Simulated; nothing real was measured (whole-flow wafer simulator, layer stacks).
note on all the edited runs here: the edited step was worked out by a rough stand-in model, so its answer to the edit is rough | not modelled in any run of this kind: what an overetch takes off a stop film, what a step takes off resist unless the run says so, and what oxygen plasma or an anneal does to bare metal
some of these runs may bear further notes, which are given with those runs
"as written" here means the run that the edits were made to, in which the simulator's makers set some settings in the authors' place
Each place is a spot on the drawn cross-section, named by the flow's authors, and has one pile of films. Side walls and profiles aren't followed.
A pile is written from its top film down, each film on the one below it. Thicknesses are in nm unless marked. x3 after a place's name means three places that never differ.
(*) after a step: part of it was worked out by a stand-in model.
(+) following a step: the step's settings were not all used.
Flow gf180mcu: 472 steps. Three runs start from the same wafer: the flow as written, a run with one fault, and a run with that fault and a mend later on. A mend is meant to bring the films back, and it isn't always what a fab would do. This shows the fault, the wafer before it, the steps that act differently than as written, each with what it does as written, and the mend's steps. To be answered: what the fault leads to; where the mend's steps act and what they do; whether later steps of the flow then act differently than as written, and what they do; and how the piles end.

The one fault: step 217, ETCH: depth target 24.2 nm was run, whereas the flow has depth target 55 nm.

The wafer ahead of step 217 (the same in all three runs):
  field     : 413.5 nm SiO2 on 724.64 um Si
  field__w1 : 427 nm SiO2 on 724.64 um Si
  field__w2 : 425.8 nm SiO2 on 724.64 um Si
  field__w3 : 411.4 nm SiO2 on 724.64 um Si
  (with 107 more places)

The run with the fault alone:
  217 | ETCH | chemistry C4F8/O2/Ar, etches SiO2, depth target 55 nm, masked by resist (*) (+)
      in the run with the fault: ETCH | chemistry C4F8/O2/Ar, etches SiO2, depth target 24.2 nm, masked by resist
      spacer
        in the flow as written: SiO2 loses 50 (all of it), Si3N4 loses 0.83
        in the run with the fault: SiO2 loses 24.2
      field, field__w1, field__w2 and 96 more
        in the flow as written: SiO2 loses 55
        in the run with the fault: SiO2 loses 24.2
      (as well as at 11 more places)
  Later steps of the flow acting differently than as written (5 other steps are not shown; they differ only slightly, by no more than 2% or 0.5 nm, whichever is larger):
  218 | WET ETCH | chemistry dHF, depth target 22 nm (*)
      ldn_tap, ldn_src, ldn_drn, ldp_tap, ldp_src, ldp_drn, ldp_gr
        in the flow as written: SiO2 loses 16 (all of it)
        in the run with the fault: SiO2 loses 43
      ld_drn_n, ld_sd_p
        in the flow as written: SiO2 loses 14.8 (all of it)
        in the run with the fault: SiO2 loses 42.1
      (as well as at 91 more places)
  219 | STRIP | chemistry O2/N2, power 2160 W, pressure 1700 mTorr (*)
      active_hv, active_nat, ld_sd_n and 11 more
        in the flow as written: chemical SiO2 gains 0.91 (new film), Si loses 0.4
        in the run with the fault: nothing
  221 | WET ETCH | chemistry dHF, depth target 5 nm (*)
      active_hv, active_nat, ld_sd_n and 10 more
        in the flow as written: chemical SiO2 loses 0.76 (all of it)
        in the run with the fault: SiO2 loses 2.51
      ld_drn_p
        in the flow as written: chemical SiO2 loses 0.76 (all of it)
        in the run with the fault: SiO2 loses 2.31 (all of it)
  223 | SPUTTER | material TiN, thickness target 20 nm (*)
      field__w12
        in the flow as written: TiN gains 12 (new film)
        in the run with the fault: TiN gains 12.8 (new film)
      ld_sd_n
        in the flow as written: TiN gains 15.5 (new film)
        in the run with the fault: TiN gains 16.1 (new film)
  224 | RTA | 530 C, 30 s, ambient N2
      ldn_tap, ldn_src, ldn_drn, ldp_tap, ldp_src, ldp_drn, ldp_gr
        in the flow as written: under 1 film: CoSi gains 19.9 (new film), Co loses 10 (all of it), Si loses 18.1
        in the run with the fault: nothing
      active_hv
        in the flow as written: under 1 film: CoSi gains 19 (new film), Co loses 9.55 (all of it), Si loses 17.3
        in the run with the fault: nothing
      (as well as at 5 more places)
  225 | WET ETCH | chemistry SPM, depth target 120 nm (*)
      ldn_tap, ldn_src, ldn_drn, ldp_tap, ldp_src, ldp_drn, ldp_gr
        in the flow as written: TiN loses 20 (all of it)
        in the run with the fault: TiN loses 20 (all of it), Co loses 10 (all of it)
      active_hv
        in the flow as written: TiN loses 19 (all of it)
        in the run with the fault: TiN loses 19 (all of it), Co loses 9.55 (all of it)
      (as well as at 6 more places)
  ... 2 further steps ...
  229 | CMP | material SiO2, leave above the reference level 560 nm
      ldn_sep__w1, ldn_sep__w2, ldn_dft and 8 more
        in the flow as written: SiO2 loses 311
        in the run with the fault: SiO2 loses 322.4
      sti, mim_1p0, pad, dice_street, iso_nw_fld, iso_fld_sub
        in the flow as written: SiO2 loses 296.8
        in the run with the fault: SiO2 loses 308.2
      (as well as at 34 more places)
  At active_hv, active_nat, ld_sd_n and 10 more, the piles at the end differ from the flow's by more than 2% or 0.5 nm, whichever is larger.
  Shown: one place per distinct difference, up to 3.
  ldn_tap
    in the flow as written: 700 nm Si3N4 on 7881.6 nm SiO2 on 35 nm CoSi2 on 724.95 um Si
    in the run with the fault: 700 nm Si3N4 on 7879.7 nm SiO2 on 724.98 um Si
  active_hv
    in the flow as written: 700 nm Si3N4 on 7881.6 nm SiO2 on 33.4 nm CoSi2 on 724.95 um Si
    in the run with the fault: 700 nm Si3N4 on 7879.7 nm SiO2 on 724.98 um Si
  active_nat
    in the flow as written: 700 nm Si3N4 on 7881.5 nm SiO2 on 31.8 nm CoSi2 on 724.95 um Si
    in the run with the fault: 700 nm Si3N4 on 7879.7 nm SiO2 on 724.98 um Si

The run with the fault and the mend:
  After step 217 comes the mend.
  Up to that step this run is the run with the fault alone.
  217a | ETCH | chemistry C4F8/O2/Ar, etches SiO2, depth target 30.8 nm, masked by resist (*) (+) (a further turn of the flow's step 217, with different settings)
      field, field__w1, field__w2 and 96 more
        SiO2 loses 30.8
      field__w5, field__w9, field__w13 and 8 more
        resist loses 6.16
      spacer
        SiO2 loses 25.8 (all of it), Si3N4 loses 0.83
  None of the later steps of the flow differs from how it acts as written, at any place that is followed, by more than 2% or 0.5 nm, whichever is larger.
  At the end the piles are close to the flow's at the places that both follow, differing by at most 2% or 0.5 nm, whichever is larger.
